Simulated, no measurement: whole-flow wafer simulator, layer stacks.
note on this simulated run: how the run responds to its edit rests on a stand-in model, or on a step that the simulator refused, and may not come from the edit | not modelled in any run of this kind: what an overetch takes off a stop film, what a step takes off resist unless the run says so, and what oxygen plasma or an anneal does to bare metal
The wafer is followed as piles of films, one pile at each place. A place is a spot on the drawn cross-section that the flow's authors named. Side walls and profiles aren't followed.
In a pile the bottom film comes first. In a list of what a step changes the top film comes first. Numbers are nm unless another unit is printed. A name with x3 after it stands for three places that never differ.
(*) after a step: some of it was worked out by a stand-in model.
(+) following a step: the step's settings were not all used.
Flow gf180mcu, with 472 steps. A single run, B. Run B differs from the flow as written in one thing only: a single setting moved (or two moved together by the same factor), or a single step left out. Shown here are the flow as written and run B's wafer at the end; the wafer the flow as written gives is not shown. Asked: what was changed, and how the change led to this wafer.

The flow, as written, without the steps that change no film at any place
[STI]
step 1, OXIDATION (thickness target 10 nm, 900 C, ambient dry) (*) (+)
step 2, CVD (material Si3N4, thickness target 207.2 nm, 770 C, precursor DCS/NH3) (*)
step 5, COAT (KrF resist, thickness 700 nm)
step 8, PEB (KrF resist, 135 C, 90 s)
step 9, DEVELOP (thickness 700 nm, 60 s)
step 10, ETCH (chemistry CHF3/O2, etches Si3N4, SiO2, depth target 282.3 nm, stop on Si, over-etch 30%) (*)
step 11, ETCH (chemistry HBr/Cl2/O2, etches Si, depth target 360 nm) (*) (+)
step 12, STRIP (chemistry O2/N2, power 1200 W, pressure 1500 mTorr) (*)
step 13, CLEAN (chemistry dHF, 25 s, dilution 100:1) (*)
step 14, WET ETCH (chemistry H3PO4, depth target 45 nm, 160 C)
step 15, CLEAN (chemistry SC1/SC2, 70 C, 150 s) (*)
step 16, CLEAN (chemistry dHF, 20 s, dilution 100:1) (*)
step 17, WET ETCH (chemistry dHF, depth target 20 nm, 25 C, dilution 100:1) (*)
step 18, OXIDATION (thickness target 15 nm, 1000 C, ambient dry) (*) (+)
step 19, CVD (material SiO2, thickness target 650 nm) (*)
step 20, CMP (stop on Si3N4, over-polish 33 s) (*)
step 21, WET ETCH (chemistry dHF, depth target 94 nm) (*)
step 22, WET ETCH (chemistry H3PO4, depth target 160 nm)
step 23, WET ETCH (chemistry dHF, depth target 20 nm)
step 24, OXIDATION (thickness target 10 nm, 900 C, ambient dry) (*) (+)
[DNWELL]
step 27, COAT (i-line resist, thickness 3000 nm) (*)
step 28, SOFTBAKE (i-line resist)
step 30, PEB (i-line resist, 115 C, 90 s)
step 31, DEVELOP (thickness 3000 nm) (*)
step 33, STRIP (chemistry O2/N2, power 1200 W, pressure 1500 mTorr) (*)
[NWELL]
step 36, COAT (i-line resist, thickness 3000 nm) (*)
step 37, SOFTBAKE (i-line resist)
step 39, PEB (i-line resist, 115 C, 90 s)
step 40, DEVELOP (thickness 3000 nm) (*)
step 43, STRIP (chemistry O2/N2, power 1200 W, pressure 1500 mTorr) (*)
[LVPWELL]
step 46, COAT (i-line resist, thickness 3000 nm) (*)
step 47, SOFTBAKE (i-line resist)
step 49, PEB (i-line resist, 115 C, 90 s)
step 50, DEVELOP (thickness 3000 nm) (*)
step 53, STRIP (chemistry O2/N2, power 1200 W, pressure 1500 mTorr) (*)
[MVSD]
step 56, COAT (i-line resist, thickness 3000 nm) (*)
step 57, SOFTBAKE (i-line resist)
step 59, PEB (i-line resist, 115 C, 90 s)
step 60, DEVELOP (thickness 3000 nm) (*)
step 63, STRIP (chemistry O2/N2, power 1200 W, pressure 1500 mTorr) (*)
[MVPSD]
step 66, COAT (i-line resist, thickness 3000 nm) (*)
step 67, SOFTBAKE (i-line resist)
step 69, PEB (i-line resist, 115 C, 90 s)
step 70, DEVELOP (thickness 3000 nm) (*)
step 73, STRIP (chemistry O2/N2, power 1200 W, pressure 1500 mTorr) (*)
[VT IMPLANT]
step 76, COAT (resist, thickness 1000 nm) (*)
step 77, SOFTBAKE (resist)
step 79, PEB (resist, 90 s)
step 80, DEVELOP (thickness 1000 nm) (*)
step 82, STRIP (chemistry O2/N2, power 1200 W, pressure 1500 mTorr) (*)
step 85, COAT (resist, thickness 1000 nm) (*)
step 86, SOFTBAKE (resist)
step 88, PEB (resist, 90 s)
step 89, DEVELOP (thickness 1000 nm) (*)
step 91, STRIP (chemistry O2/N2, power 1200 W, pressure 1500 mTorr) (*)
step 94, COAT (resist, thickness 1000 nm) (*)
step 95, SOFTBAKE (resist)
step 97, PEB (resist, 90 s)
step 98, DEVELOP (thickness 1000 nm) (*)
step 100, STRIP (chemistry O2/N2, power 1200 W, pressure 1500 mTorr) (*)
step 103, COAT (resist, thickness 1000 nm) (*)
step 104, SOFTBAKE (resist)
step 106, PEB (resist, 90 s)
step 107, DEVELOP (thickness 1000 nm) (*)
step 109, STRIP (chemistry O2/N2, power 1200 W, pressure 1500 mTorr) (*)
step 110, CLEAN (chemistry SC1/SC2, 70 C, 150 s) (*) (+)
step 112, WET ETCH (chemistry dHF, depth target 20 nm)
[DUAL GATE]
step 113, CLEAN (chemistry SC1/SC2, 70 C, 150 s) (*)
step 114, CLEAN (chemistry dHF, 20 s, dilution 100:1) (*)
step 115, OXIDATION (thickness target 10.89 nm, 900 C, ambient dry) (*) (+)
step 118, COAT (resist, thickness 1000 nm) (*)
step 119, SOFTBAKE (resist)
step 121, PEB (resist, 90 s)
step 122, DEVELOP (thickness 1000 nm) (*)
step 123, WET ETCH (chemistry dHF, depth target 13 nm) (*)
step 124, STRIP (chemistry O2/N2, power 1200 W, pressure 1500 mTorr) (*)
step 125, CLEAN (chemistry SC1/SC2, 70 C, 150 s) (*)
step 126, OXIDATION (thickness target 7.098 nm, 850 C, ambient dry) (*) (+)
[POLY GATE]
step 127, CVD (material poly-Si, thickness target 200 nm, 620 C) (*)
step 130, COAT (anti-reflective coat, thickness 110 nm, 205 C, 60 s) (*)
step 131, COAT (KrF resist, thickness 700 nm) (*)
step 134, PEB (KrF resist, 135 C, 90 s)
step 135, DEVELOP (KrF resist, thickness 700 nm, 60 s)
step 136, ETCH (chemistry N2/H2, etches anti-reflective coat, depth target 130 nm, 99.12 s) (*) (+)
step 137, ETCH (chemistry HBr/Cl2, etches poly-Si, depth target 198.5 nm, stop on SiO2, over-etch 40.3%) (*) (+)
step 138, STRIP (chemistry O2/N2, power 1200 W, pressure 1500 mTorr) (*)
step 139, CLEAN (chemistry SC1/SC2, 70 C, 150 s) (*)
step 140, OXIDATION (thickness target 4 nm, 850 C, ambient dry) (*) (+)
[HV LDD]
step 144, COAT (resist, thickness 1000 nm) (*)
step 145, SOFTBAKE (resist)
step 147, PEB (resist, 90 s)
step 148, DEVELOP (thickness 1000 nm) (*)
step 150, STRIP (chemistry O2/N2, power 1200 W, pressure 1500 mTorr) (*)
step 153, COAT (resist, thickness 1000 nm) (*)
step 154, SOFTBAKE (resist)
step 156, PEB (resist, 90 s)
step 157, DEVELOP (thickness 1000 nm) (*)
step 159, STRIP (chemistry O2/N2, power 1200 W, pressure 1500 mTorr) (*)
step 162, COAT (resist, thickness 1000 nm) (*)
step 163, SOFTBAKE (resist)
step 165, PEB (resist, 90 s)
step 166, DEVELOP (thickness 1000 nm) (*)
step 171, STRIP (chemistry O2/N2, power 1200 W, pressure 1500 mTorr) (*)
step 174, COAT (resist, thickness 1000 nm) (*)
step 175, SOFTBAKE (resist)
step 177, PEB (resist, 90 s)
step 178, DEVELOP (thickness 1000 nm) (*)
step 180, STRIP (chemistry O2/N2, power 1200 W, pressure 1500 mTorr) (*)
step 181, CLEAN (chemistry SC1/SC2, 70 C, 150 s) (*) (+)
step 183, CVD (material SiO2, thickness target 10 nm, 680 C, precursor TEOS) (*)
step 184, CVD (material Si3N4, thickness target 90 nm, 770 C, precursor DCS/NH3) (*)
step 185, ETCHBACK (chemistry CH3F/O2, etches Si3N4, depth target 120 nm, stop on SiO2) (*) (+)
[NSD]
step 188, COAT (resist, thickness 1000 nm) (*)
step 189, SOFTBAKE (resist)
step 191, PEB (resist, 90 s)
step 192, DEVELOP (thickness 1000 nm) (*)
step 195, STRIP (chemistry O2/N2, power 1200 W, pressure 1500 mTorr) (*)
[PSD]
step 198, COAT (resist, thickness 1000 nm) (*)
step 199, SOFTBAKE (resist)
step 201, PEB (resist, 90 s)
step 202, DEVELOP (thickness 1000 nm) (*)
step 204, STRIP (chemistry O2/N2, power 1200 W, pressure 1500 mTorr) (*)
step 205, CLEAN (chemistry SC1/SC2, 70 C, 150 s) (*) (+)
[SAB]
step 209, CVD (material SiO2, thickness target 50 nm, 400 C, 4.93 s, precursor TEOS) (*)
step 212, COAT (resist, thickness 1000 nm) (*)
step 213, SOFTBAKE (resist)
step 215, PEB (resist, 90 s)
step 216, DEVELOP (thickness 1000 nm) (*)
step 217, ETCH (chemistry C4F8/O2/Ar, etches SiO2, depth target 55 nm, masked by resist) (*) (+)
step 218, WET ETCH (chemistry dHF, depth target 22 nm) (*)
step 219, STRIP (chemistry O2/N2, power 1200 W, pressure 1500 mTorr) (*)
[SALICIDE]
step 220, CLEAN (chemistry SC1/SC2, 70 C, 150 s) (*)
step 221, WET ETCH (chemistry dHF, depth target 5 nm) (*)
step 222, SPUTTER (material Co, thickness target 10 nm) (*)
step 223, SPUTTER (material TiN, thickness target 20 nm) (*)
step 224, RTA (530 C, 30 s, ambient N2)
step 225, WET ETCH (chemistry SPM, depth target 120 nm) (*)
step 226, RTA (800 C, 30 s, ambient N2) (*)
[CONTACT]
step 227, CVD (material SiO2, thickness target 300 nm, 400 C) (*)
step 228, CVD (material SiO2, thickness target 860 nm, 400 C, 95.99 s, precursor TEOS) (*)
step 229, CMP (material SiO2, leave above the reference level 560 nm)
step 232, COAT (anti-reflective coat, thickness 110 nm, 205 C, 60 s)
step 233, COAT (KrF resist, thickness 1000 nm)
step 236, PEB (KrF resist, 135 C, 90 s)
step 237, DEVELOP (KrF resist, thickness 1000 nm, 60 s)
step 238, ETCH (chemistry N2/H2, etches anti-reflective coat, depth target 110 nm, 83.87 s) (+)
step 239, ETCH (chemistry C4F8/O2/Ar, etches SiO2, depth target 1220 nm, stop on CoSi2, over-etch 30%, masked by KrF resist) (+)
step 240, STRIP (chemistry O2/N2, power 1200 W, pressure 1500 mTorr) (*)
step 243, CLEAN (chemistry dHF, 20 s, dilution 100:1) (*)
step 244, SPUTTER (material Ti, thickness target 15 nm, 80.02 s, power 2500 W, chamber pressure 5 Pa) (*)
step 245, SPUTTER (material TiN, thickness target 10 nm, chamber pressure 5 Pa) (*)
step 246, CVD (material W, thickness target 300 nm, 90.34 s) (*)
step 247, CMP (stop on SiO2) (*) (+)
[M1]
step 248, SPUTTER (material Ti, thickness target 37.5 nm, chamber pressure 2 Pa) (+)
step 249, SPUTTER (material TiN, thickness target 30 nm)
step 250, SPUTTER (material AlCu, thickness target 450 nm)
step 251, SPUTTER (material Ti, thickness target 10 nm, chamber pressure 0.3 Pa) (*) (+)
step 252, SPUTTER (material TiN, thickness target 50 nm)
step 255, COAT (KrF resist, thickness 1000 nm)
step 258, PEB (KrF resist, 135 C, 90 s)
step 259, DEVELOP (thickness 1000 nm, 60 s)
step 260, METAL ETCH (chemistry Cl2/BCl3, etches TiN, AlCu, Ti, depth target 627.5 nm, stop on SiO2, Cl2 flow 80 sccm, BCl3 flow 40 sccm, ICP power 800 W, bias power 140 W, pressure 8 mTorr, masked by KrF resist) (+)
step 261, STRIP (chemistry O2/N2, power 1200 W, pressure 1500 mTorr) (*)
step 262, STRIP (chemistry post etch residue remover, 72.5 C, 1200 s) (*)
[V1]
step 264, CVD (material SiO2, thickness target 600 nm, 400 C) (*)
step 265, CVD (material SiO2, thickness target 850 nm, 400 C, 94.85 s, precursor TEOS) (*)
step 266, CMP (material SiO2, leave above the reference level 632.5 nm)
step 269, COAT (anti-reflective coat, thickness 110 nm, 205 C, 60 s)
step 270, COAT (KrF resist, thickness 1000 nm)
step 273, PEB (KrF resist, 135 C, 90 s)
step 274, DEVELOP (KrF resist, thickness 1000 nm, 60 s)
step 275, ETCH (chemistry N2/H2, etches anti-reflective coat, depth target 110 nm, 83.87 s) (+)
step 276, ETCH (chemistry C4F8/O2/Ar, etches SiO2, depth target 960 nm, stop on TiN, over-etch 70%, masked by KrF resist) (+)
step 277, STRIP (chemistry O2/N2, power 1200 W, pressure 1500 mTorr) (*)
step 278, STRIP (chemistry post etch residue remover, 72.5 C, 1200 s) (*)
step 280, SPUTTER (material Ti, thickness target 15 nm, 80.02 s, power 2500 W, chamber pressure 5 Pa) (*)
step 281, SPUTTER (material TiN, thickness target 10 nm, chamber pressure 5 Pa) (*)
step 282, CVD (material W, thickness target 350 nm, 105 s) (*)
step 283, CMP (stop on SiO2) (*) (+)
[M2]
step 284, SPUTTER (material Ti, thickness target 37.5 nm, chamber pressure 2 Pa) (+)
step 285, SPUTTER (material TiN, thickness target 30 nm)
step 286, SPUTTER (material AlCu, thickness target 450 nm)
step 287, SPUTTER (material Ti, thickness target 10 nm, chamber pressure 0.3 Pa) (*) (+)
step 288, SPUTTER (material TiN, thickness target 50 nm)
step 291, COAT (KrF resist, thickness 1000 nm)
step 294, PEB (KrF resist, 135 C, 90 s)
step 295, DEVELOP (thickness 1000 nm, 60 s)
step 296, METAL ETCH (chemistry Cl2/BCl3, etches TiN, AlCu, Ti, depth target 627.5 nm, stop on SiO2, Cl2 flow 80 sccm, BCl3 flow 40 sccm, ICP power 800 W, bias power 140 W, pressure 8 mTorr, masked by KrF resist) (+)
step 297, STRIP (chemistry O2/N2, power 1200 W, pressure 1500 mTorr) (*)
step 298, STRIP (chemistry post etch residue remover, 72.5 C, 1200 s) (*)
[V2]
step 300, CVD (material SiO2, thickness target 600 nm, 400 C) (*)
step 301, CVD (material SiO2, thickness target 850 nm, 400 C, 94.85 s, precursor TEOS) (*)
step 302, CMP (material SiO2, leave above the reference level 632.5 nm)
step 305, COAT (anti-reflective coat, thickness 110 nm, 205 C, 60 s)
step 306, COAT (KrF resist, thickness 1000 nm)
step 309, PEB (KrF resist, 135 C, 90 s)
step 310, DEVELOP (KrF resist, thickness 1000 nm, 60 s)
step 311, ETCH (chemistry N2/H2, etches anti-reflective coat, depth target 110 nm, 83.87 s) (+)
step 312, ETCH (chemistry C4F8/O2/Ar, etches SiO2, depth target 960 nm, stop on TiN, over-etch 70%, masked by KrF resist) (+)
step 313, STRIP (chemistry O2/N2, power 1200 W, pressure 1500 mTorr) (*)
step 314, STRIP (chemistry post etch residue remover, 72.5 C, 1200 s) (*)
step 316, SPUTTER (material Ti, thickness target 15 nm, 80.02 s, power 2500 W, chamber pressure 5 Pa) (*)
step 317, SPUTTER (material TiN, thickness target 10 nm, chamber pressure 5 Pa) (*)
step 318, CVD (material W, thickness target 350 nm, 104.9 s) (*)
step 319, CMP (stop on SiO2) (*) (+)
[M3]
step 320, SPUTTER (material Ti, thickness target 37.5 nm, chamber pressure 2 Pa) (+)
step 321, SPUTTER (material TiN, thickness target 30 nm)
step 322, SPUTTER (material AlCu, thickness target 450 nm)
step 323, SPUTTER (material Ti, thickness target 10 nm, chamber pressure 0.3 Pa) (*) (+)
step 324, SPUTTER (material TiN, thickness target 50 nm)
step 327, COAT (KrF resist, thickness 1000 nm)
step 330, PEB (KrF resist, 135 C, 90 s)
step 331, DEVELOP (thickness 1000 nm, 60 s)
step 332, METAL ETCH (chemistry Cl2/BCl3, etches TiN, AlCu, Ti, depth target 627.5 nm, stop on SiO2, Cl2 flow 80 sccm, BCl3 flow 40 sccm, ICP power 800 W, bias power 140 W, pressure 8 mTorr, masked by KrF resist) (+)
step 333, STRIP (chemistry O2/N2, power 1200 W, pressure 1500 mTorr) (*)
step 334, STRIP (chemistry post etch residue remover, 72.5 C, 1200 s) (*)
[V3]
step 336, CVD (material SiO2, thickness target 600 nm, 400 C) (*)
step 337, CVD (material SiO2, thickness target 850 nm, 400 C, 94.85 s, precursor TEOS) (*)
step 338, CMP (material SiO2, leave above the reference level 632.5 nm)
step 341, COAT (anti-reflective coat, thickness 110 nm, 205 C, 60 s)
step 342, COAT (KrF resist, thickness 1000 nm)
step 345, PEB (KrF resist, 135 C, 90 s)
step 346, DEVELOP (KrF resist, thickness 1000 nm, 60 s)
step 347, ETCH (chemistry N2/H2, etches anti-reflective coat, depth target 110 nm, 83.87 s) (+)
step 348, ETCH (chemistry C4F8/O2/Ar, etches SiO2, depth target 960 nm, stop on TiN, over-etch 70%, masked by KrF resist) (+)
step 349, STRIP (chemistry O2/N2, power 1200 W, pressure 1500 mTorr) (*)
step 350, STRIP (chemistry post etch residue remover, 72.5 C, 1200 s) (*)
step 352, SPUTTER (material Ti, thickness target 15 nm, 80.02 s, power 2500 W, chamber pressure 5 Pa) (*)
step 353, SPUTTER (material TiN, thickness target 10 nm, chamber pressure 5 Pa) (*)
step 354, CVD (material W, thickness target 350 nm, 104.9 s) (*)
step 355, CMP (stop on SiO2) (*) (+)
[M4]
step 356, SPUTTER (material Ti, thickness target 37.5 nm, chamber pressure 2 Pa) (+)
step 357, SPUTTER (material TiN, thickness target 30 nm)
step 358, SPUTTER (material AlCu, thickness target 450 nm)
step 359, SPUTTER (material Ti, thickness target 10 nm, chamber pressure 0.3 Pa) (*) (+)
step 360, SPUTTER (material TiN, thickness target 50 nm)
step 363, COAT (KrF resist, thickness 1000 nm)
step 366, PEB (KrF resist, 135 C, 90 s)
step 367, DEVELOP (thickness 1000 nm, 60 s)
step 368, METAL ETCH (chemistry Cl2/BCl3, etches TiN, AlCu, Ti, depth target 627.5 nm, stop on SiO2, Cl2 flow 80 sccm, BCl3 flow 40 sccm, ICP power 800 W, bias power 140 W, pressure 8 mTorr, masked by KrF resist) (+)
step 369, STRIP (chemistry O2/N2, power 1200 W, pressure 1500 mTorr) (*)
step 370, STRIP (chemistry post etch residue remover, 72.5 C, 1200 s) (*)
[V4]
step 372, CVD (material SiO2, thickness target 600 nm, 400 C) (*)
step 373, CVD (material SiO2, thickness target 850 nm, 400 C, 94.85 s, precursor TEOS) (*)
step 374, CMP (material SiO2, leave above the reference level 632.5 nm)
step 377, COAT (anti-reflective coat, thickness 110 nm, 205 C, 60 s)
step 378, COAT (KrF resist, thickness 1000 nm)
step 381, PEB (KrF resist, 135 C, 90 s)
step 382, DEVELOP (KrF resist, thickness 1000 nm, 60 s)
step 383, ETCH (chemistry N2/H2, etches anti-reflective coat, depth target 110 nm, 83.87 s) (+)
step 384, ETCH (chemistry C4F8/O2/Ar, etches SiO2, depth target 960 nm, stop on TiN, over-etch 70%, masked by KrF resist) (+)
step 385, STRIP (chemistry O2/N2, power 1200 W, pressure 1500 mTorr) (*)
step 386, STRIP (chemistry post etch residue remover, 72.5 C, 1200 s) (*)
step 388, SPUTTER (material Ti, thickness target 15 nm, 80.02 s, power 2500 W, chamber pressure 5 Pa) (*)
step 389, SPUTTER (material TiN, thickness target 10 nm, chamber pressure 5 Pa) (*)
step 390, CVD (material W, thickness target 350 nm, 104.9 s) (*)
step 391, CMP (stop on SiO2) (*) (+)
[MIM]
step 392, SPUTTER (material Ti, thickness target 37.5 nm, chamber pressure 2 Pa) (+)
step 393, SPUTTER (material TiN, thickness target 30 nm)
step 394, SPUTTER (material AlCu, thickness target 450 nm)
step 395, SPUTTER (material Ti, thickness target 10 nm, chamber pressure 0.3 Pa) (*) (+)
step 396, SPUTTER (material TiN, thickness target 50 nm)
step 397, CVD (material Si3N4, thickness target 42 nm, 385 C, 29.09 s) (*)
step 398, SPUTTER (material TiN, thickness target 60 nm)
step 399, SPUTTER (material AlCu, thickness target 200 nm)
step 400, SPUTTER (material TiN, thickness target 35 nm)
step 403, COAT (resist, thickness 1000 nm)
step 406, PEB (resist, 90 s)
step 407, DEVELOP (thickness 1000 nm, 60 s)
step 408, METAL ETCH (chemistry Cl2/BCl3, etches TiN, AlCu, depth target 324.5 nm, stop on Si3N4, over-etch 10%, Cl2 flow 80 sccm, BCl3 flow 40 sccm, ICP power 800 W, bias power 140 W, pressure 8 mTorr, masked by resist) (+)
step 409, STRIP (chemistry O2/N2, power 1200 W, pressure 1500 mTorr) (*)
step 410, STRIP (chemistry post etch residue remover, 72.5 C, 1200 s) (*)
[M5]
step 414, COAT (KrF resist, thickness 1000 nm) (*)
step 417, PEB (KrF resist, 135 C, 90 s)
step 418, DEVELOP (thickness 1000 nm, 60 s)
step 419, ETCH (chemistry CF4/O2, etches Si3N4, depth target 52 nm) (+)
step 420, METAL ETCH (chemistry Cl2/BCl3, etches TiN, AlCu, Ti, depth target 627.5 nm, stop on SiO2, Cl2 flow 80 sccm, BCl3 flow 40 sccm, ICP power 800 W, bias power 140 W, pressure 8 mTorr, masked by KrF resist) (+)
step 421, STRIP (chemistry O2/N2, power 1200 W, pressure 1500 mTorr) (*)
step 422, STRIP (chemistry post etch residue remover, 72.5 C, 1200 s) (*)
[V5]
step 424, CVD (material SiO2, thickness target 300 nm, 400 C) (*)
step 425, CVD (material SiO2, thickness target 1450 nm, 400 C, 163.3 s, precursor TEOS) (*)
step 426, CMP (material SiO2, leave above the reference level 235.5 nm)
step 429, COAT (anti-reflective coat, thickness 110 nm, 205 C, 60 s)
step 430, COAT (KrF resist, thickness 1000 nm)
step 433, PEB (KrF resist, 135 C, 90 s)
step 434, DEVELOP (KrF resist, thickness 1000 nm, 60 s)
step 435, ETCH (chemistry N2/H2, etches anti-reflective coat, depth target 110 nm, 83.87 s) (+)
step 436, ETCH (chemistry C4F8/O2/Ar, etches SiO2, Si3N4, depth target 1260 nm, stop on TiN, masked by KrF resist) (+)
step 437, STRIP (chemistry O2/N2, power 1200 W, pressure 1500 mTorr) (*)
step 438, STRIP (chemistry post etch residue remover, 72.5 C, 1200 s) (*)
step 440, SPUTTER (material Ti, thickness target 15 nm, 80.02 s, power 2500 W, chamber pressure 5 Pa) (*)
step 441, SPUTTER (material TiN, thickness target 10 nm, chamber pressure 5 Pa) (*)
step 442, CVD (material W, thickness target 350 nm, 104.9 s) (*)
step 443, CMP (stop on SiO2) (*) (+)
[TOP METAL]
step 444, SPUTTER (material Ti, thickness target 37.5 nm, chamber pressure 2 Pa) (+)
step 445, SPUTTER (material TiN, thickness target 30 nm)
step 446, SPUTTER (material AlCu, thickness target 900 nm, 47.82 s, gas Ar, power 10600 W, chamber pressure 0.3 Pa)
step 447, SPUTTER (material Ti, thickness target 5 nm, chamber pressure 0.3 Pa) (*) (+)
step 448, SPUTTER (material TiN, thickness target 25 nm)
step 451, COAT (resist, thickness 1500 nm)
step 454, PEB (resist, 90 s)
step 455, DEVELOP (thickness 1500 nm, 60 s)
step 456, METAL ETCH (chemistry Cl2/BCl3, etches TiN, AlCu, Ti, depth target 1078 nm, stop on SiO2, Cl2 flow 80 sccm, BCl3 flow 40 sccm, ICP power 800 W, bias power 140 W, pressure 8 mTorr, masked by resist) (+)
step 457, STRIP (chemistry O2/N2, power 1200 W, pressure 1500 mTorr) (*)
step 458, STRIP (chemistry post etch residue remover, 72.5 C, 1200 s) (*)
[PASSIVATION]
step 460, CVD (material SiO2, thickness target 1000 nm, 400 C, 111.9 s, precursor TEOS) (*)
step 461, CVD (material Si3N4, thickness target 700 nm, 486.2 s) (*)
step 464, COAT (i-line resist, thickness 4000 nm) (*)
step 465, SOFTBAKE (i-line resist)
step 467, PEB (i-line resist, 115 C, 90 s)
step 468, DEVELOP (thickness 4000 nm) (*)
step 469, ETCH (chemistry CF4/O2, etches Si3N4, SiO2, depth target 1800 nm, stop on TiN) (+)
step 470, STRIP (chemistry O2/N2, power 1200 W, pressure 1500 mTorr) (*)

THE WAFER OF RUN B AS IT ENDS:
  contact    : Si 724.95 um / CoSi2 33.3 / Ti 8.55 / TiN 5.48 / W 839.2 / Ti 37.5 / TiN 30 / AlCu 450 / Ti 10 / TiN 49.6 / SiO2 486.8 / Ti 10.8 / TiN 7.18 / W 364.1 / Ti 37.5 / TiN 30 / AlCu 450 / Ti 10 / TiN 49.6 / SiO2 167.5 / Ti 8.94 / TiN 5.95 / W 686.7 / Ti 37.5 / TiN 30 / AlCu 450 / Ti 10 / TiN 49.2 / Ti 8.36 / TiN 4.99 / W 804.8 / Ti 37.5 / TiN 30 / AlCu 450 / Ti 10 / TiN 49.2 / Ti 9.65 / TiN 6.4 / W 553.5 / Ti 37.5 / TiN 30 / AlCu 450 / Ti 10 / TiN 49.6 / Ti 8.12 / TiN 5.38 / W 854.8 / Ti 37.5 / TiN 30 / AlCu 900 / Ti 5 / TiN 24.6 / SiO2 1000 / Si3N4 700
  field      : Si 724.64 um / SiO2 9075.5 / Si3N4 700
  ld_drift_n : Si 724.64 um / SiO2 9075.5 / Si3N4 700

The reason: step 266, CMP: material SiO2, leave above the reference level 632.5 nm, was omitted.

Step by step, how the change led to this:
  step 269, COAT (anti-reflective coat, thickness 110 nm, 205 C, 60 s)
      field__w3, p_well, sti, spacer, sd_n, mim_1p0, pad, dice_street: anti-reflective coat gains 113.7 (new film) (in the flow as written it would be: anti-reflective coat gains 110 (new film))
      field__w6, ld_sd_n: anti-reflective coat gains 116.8 (new film) (in the flow as written it would be: anti-reflective coat gains 110 (new film))
      (as well as at 36 more places)
  step 270, COAT (KrF resist, thickness 1000 nm)
      field: KrF resist gains 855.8 (new film) (in the flow as written it would be: KrF resist gains 1000 (new film))
      field__w5: KrF resist gains 1035.8 (new film) (in the flow as written it would be: KrF resist gains 1000 (new film))
      (as well as at 26 more places)
  step 273, PEB (KrF resist, 135 C, 90 s)
      field: KrF resist loses 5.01 (in the flow as written it would be: KrF resist loses 6.68)
      field__w8: KrF resist loses 4.91 (in the flow as written it would be: KrF resist loses 6.68)
      (as well as at 15 more places)
  step 274, DEVELOP (KrF resist, thickness 1000 nm, 60 s)
      contact: KrF resist loses 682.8 (all of it) (in the flow as written it would be: KrF resist loses 993.3 (all of it))
  step 275, ETCH (chemistry N2/H2, etches anti-reflective coat, depth target 110 nm, 83.87 s) (+)
      contact: anti-reflective coat loses 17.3 (all of it), SiO2 loses 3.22 (in the flow as written it would be: anti-reflective coat loses 110 (all of it), SiO2 loses 0.85)
  step 276, ETCH (chemistry C4F8/O2/Ar, etches SiO2, depth target 960 nm, stop on TiN, over-etch 70%, masked by KrF resist) (+)
      contact: SiO2 loses 960 (in the flow as written it would be: SiO2 loses 572.1 (all of it))
  step 277, STRIP (chemistry O2/N2, power 1200 W, pressure 1500 mTorr) (*)
      p_well, sti, spacer, sd_n, mim_1p0, pad, dice_street: KrF resist loses 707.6 (all of it), anti-reflective coat loses 113.7 (all of it) (in the flow as written it would be: KrF resist loses 706.9 (all of it), anti-reflective coat loses 110 (all of it))
      field: KrF resist loses 564.4 (all of it), anti-reflective coat loses 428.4 (all of it) (in the flow as written it would be: KrF resist loses 706.9 (all of it), anti-reflective coat loses 110 (all of it))
      (as well as at 40 more places)
  step 280, SPUTTER (material Ti, thickness target 15 nm, 80.02 s, power 2500 W, chamber pressure 5 Pa) (*)
      contact: Ti gains 10.8 (new film) (in the flow as written it would be: Ti gains 9.65 (new film))
  step 281, SPUTTER (material TiN, thickness target 10 nm, chamber pressure 5 Pa) (*)
      contact: TiN gains 7.18 (new film) (in the flow as written it would be: TiN gains 6.4 (new film))
  step 282, CVD (material W, thickness target 350 nm, 105 s) (*)
      contact: W gains 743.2 (new film) (in the flow as written it would be: W gains 932.3 (new film))
  step 283, CMP (stop on SiO2) (*) (+)
      field__w8, m1, m1__w1, polyc_n, polyc_n_rim, polyc_p, polyc_p_rim, m1_nw: W loses 350 (all of it), TiN loses 10 (all of it), Ti loses 15 (all of it), SiO2 loses 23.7 (in the flow as written it would be: W loses 350 (all of it), TiN loses 10 (all of it), Ti loses 15 (all of it), SiO2 loses 3.78)
  step 287, SPUTTER (material Ti, thickness target 10 nm, chamber pressure 0.3 Pa) (*) (+)
      field__w5: Ti gains 9.2 (new film) (in the flow as written it would be: Ti gains 10 (new film))
  step 291, COAT (KrF resist, thickness 1000 nm)
      field: KrF resist gains 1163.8 (new film) (in the flow as written it would be: KrF resist gains 1000 (new film))
      field__w8: KrF resist gains 604.2 (new film) (in the flow as written it would be: KrF resist gains 1000 (new film))
      (as well as at 13 more places)
  step 294, PEB (KrF resist, 135 C, 90 s)
      m1__w1, polyc_p_rim: KrF resist loses 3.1 (in the flow as written it would be: KrF resist loses 6.68)
      field: KrF resist loses 8.56 (in the flow as written it would be: KrF resist loses 6.68)
      (as well as at 10 more places)
  step 295, DEVELOP (thickness 1000 nm, 60 s)
      field: KrF resist loses 1155.2 (all of it) (in the flow as written it would be: KrF resist loses 993.3 (all of it))
      n_well: KrF resist loses 1117.7 (all of it) (in the flow as written it would be: KrF resist loses 993.3 (all of it))
      (as well as at 8 more places)
  step 296, METAL ETCH (chemistry Cl2/BCl3, etches TiN, AlCu, Ti, depth target 627.5 nm, stop on SiO2, Cl2 flow 80 sccm, BCl3 flow 40 sccm, ICP power 800 W, bias power 140 W, pressure 8 mTorr, masked by KrF resist) (+)
      field__w5: TiN loses 49.3 (all of it), Ti loses 9.2 (all of it), AlCu loses 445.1 (all of it), TiN loses 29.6 (all of it), Ti loses 37.5 (all of it) (in the flow as written it would be: TiN loses 50 (all of it), Ti loses 10 (all of it), AlCu loses 450 (all of it), TiN loses 30 (all of it), Ti loses 37.5 (all of it))
  ... 20 further steps ...
  step 354, CVD (material W, thickness target 350 nm, 104.9 s) (*)
      contact: W gains 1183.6 (new film) (in the flow as written it would be: W gains 932.3 (new film))
If metal films that touch count as one body, contact has 3 bodies (between them, from the top down: SiO2 167.5; SiO2 486.8); the flow as written gives 1 body.
